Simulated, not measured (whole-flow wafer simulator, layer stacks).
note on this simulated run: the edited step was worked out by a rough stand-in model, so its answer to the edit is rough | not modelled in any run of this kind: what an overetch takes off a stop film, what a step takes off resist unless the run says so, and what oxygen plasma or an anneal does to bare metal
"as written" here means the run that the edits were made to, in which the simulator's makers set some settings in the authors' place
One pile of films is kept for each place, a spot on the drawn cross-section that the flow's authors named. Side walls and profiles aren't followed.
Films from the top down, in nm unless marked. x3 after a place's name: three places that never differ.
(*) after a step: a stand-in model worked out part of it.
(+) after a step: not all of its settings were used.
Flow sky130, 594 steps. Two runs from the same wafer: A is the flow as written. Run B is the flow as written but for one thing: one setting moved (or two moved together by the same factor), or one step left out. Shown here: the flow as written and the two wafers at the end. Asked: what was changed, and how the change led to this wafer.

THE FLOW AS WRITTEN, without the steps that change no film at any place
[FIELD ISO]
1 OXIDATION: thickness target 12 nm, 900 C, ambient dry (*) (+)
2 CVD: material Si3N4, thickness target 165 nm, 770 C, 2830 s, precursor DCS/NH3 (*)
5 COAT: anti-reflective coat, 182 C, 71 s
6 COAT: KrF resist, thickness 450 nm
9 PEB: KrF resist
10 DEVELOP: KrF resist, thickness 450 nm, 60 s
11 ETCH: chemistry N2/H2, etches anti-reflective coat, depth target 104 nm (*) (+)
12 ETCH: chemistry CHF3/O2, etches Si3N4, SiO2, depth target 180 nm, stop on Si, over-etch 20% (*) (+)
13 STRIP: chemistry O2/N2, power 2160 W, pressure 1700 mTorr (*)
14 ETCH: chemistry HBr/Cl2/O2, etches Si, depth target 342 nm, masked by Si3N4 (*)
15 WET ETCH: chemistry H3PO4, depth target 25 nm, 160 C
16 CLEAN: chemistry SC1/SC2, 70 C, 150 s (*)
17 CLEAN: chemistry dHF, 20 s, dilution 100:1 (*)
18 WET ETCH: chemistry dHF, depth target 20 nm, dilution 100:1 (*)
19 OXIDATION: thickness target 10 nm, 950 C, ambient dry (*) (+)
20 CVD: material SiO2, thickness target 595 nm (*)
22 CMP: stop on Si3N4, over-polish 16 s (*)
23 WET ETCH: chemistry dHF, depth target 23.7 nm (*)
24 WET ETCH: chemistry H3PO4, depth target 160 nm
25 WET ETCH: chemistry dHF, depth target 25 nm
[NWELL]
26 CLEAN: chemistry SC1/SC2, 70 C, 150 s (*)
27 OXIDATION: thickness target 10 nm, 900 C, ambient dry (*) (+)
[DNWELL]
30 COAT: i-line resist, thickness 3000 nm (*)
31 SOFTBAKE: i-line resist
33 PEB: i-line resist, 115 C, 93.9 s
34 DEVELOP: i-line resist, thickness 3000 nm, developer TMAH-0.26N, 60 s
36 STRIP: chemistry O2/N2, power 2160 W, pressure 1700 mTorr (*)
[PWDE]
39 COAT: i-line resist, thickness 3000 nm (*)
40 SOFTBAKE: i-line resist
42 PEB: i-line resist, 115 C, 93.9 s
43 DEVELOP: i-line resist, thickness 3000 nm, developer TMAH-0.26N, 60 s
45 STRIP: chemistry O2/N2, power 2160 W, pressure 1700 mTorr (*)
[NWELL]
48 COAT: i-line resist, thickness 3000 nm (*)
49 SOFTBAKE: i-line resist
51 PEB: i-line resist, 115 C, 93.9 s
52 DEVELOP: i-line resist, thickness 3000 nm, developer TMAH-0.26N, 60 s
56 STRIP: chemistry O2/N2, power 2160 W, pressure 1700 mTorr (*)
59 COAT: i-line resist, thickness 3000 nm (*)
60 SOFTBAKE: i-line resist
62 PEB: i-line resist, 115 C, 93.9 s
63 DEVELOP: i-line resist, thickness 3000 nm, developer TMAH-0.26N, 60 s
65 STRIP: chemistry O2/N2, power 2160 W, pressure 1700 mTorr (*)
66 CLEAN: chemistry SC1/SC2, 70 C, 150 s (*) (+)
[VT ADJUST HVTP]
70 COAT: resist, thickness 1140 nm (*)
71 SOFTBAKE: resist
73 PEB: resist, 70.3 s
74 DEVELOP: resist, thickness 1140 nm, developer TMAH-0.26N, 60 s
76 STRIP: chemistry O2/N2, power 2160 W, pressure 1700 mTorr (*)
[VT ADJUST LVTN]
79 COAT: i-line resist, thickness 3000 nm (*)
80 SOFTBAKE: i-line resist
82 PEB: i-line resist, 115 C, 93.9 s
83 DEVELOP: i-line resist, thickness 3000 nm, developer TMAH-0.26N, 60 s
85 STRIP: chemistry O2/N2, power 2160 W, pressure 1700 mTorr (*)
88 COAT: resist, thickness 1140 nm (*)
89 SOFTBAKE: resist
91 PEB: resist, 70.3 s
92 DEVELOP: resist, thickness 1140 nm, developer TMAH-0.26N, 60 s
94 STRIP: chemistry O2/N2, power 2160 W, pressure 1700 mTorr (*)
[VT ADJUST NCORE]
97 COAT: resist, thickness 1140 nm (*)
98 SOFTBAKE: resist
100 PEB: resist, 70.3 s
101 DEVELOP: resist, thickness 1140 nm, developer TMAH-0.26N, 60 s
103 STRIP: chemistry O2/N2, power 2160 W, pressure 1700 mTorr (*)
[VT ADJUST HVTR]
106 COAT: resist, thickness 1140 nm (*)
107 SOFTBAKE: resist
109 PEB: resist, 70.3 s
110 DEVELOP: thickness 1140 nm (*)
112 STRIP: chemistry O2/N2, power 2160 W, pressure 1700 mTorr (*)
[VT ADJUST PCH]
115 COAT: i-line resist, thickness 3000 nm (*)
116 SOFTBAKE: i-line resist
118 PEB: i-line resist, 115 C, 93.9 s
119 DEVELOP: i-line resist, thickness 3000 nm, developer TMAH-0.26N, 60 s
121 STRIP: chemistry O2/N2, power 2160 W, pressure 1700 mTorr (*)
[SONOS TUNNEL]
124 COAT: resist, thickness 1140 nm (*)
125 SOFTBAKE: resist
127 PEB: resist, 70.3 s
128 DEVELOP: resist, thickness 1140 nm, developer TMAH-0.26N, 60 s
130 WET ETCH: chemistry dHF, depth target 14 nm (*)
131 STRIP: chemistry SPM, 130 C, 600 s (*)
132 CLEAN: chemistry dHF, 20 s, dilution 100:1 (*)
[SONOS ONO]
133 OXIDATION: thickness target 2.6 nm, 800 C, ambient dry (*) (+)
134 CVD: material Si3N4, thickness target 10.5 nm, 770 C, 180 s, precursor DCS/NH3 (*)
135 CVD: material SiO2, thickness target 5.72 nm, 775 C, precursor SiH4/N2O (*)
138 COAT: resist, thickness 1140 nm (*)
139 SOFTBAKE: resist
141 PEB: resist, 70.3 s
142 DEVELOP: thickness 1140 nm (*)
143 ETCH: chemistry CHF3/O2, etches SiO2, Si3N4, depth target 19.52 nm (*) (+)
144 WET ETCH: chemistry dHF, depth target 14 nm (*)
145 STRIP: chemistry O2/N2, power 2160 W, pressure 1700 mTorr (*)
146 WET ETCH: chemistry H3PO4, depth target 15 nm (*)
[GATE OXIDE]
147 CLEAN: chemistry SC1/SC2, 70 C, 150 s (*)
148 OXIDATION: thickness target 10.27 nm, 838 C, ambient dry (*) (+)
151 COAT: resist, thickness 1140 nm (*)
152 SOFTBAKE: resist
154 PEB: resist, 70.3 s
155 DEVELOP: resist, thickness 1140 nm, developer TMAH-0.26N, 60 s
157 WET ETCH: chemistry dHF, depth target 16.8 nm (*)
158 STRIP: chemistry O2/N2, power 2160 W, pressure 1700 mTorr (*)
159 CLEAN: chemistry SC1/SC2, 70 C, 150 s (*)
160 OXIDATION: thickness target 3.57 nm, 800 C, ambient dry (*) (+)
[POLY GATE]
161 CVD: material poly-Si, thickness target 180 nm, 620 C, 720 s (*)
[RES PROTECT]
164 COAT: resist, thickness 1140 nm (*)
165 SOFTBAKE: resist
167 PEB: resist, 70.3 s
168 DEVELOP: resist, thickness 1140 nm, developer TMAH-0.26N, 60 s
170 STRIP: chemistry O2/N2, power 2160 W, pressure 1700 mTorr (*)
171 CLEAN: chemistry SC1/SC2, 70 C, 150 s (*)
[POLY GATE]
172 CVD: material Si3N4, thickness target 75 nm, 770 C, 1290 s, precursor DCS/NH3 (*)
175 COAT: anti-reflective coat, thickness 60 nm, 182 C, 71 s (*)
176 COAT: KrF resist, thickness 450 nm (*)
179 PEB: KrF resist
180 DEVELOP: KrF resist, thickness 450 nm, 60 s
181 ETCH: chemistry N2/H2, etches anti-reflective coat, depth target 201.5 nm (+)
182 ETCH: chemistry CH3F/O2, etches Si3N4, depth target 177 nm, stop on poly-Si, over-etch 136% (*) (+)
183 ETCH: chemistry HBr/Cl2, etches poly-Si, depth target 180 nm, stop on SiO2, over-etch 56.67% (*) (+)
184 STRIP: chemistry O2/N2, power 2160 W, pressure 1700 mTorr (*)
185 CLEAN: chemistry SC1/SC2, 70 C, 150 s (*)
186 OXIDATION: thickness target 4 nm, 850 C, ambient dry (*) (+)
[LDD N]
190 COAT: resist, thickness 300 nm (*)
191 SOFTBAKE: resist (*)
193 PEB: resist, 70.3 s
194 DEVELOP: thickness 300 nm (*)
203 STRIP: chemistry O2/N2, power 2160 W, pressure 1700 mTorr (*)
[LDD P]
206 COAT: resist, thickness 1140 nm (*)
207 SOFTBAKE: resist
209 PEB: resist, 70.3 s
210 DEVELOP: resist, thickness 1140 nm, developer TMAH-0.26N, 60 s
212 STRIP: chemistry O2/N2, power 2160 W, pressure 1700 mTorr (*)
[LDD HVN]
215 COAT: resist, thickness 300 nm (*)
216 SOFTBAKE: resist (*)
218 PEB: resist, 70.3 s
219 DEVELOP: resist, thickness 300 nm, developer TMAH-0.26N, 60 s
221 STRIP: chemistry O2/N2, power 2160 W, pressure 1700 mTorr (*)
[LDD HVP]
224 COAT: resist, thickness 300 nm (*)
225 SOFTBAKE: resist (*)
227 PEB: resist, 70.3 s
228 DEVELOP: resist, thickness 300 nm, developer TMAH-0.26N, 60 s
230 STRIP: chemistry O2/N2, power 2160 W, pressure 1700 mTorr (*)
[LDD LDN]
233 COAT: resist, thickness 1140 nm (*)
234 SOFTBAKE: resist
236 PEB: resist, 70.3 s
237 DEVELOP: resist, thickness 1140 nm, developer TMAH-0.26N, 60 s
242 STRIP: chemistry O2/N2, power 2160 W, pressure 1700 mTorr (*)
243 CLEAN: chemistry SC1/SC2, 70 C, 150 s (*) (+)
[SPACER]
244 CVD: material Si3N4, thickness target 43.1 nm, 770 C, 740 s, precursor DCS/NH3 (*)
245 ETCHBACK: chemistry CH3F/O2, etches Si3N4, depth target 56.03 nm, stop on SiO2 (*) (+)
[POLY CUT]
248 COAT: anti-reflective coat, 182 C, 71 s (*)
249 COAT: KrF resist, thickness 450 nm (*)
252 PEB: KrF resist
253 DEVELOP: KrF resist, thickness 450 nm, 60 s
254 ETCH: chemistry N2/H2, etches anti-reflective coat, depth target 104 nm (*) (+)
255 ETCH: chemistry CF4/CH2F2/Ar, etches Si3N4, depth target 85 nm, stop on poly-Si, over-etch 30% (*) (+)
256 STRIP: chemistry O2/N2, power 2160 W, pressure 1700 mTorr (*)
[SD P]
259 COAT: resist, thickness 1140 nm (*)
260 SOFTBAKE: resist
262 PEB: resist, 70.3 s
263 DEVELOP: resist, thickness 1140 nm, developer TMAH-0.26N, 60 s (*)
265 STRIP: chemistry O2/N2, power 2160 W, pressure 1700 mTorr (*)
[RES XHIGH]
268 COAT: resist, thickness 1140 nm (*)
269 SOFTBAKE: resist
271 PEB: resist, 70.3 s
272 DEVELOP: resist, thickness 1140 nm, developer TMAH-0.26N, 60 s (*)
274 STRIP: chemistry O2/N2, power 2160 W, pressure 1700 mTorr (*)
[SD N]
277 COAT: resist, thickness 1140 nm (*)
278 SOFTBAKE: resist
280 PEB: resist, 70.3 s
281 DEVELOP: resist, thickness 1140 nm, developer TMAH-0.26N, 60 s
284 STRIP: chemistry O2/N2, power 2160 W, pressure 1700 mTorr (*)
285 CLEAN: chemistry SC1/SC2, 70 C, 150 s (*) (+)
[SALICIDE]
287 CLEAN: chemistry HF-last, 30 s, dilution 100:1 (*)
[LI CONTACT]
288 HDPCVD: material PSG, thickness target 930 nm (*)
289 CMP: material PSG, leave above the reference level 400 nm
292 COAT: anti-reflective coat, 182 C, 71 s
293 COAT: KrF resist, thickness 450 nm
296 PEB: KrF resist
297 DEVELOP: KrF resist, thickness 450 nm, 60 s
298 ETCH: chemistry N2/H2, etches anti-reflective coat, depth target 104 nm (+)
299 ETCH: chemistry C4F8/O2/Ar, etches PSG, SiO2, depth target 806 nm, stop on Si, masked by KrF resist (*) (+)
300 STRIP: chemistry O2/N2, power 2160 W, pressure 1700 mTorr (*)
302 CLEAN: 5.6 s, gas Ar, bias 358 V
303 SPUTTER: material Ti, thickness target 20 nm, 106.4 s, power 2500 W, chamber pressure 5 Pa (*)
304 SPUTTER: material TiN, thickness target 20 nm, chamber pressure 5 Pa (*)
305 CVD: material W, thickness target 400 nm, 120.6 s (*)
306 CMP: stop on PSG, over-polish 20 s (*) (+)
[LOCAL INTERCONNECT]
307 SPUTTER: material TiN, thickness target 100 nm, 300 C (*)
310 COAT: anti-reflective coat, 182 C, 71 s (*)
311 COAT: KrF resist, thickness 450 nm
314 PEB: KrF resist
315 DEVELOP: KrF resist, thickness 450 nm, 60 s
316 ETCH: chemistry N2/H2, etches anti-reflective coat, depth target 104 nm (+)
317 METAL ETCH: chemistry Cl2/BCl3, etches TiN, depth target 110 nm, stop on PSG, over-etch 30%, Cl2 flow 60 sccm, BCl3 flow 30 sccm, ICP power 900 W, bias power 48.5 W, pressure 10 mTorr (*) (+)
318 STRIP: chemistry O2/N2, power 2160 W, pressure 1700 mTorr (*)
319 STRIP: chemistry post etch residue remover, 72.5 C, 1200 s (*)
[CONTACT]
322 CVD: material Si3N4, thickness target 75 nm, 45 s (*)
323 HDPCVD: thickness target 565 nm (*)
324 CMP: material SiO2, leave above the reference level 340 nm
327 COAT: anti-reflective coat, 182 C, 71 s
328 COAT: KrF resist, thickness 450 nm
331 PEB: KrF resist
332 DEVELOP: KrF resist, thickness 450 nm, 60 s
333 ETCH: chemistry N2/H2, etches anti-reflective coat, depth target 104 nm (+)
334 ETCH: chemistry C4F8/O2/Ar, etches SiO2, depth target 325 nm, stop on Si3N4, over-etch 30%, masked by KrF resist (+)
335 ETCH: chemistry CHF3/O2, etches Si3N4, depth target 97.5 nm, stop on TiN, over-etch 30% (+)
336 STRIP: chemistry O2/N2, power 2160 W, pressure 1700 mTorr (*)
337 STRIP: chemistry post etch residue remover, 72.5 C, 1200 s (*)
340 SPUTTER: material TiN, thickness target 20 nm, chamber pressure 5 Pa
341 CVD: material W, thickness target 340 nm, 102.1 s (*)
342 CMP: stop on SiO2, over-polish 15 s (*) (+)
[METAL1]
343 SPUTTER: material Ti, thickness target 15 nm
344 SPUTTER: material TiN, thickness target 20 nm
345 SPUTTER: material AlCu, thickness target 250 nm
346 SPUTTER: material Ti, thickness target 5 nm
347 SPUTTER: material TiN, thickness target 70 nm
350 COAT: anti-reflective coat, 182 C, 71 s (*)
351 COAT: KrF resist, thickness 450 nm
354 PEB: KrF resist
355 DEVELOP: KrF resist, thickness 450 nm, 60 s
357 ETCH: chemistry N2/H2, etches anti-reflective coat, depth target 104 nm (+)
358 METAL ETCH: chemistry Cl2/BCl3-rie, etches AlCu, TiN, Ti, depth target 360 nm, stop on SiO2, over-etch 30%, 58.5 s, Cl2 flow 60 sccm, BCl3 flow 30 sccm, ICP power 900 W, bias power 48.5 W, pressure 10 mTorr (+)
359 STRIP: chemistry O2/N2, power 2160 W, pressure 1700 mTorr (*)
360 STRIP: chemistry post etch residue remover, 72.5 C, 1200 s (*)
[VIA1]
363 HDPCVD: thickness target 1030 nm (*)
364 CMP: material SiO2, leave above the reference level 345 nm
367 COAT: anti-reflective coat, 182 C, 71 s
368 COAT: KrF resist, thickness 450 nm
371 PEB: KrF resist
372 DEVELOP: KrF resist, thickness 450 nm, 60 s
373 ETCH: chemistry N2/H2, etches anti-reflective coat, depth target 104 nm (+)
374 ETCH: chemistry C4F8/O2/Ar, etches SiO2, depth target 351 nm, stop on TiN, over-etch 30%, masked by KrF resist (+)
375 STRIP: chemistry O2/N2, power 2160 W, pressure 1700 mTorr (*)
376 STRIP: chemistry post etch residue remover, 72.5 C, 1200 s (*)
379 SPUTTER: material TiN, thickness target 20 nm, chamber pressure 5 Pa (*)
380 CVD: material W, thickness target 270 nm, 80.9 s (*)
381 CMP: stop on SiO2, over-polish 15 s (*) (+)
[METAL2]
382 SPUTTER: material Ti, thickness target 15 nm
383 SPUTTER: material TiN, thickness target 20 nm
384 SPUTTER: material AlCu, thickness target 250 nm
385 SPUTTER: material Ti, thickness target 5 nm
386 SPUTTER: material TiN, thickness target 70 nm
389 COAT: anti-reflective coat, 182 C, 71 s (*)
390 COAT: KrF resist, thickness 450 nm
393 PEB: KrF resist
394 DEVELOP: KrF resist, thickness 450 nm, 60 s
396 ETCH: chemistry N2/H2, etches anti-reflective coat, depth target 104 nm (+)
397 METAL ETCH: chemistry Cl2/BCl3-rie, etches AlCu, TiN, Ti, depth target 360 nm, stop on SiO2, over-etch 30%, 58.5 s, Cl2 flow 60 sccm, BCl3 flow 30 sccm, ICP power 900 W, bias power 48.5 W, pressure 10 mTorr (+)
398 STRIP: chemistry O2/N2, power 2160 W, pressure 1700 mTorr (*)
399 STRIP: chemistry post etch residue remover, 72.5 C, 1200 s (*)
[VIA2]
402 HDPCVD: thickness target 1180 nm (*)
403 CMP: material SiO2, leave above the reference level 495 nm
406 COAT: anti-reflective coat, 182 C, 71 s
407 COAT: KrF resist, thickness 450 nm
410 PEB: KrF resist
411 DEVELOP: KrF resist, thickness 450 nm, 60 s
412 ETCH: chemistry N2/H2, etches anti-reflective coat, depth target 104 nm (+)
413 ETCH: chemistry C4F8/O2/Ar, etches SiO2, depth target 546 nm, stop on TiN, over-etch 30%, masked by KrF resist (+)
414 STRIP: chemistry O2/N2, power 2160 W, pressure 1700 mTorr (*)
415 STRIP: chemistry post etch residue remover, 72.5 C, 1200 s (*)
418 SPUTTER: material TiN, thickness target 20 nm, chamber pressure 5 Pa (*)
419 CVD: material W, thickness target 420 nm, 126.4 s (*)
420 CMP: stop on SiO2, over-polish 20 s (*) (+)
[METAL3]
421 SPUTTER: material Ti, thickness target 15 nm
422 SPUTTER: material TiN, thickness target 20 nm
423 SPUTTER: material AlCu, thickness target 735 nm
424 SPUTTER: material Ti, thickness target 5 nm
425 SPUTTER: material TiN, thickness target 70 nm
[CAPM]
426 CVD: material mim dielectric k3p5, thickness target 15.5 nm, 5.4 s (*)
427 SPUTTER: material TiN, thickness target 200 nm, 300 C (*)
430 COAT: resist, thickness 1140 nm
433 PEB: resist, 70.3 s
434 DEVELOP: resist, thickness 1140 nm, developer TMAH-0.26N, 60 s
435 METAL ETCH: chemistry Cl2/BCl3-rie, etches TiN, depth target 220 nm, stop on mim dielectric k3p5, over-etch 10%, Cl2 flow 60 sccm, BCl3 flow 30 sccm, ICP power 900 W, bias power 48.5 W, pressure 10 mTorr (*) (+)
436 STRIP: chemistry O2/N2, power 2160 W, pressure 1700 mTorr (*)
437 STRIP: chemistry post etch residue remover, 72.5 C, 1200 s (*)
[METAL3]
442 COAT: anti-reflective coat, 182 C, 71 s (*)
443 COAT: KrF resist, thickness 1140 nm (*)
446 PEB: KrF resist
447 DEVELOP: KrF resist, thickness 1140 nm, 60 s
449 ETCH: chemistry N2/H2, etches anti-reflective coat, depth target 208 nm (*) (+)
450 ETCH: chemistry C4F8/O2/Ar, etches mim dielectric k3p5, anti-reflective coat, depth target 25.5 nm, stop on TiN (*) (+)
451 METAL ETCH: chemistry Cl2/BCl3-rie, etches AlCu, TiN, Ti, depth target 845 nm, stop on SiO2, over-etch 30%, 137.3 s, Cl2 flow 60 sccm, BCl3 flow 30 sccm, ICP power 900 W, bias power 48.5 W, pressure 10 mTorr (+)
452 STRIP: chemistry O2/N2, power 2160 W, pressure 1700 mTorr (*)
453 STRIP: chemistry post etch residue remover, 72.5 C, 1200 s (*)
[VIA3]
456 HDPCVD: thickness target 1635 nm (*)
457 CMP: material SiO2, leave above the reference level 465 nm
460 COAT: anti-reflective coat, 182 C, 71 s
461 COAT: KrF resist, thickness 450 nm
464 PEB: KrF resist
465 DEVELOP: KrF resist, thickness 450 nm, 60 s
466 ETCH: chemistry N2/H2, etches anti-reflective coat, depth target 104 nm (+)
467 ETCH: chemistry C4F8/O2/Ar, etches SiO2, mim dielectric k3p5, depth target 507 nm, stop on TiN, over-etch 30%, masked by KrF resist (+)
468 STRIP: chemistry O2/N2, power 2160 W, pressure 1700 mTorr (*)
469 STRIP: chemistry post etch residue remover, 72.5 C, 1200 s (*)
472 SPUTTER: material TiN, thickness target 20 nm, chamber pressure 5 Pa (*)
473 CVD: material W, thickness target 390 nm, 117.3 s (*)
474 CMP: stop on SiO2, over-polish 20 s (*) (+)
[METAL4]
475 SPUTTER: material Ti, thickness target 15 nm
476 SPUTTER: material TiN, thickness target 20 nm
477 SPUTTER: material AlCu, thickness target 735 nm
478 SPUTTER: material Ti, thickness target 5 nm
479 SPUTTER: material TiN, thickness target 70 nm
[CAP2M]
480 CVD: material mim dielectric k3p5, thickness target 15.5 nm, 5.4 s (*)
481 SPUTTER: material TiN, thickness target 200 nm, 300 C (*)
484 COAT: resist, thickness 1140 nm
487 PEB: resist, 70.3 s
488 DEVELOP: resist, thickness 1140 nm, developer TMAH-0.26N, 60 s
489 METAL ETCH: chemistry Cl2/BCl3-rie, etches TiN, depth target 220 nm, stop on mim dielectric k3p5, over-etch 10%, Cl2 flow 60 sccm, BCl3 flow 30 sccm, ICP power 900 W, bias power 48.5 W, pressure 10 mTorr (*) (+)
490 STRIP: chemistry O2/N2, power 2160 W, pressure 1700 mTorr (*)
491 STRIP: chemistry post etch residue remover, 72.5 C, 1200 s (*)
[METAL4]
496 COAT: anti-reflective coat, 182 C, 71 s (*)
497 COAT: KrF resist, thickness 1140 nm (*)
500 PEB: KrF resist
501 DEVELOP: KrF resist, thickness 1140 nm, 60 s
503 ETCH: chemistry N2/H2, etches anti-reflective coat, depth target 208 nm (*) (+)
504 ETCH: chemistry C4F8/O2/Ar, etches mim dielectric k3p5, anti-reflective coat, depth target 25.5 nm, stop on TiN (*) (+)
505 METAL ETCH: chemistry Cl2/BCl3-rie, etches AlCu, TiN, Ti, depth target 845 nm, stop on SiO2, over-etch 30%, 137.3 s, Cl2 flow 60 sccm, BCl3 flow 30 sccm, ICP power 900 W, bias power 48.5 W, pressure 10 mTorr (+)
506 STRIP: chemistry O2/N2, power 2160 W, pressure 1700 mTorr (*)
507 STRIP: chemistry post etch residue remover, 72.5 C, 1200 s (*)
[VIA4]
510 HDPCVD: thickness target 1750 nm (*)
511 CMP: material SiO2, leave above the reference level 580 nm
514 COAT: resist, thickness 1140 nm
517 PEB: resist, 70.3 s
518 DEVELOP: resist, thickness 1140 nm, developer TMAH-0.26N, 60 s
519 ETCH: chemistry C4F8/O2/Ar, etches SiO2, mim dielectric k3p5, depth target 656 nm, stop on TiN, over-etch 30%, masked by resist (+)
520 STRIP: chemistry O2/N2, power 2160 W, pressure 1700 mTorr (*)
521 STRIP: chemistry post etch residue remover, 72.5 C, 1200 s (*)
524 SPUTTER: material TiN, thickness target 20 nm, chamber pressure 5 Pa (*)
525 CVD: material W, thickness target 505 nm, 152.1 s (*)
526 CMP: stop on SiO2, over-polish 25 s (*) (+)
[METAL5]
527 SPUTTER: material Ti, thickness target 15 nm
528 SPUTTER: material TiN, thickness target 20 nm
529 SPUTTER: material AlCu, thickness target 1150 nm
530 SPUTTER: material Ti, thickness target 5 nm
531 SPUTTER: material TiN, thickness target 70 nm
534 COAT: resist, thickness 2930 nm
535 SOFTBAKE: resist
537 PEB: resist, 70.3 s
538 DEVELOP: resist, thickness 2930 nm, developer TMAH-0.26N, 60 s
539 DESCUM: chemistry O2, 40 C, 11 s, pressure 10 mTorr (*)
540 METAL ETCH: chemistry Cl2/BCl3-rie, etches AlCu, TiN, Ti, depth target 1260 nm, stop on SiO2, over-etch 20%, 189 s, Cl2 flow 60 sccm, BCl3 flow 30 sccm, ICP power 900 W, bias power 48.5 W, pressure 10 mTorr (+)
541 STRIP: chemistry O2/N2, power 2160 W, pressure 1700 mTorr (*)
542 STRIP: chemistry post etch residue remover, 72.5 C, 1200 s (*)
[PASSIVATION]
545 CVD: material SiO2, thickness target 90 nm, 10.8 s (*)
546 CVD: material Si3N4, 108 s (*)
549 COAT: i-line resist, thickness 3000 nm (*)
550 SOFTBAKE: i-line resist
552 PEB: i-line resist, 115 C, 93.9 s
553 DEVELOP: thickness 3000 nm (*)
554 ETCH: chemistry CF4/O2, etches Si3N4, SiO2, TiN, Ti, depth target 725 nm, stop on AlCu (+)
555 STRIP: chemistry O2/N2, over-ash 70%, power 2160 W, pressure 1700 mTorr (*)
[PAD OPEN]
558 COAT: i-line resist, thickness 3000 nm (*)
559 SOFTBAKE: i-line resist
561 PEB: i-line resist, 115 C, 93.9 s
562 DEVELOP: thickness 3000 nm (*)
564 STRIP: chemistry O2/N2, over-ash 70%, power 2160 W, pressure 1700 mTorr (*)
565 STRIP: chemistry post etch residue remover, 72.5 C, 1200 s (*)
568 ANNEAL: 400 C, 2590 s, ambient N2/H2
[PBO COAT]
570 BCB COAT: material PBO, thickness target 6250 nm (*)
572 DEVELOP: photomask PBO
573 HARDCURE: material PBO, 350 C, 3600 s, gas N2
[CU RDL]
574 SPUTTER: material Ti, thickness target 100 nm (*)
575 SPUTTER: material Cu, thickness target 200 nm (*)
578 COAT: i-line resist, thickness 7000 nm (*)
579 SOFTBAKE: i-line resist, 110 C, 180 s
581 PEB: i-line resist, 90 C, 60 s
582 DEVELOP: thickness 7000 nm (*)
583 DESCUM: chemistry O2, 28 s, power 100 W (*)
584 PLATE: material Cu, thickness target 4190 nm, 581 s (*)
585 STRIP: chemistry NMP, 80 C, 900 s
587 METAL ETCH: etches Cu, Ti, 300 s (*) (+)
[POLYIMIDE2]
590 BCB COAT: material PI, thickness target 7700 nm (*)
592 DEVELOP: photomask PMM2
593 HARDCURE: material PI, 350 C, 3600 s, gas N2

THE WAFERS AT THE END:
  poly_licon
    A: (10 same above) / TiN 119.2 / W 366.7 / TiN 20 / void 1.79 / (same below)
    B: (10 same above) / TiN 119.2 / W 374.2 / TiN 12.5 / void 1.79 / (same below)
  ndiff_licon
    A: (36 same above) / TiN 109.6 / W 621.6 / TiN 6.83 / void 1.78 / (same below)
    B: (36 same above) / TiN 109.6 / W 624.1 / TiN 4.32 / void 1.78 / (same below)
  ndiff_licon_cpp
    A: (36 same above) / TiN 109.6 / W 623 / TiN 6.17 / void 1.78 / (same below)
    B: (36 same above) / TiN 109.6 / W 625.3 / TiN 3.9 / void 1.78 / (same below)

The cause: step 304, SPUTTER: thickness target 12.5 nm was run, where the flow has thickness target 20 nm.
It can be read off the wafer: poly_licon has TiN 12.5, and step 304 as written asks for 20 nm.

How the change led to this, step by step:
  304 SPUTTER: material TiN, thickness target 20 nm, chamber pressure 5 Pa (*)
      field, active, n_well and 185 more: A TiN +20 (new film) | B TiN +12.5 (new film)
      ndiff_licon: A TiN +6.83 (new film) | B TiN +4.32 (new film)
      (and at 2 more places)
  306 CMP: stop on PSG, over-polish 20 s (*) (+)
      field, active, n_well and 184 more: A W -400 (all of it), TiN -20 (all of it), Ti -20 (all of it), PSG -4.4 | B W -400 (all of it), TiN -12.5 (all of it), Ti -20 (all of it), PSG -4.4
      poly_licon: A W -33.3 | B W -25.8
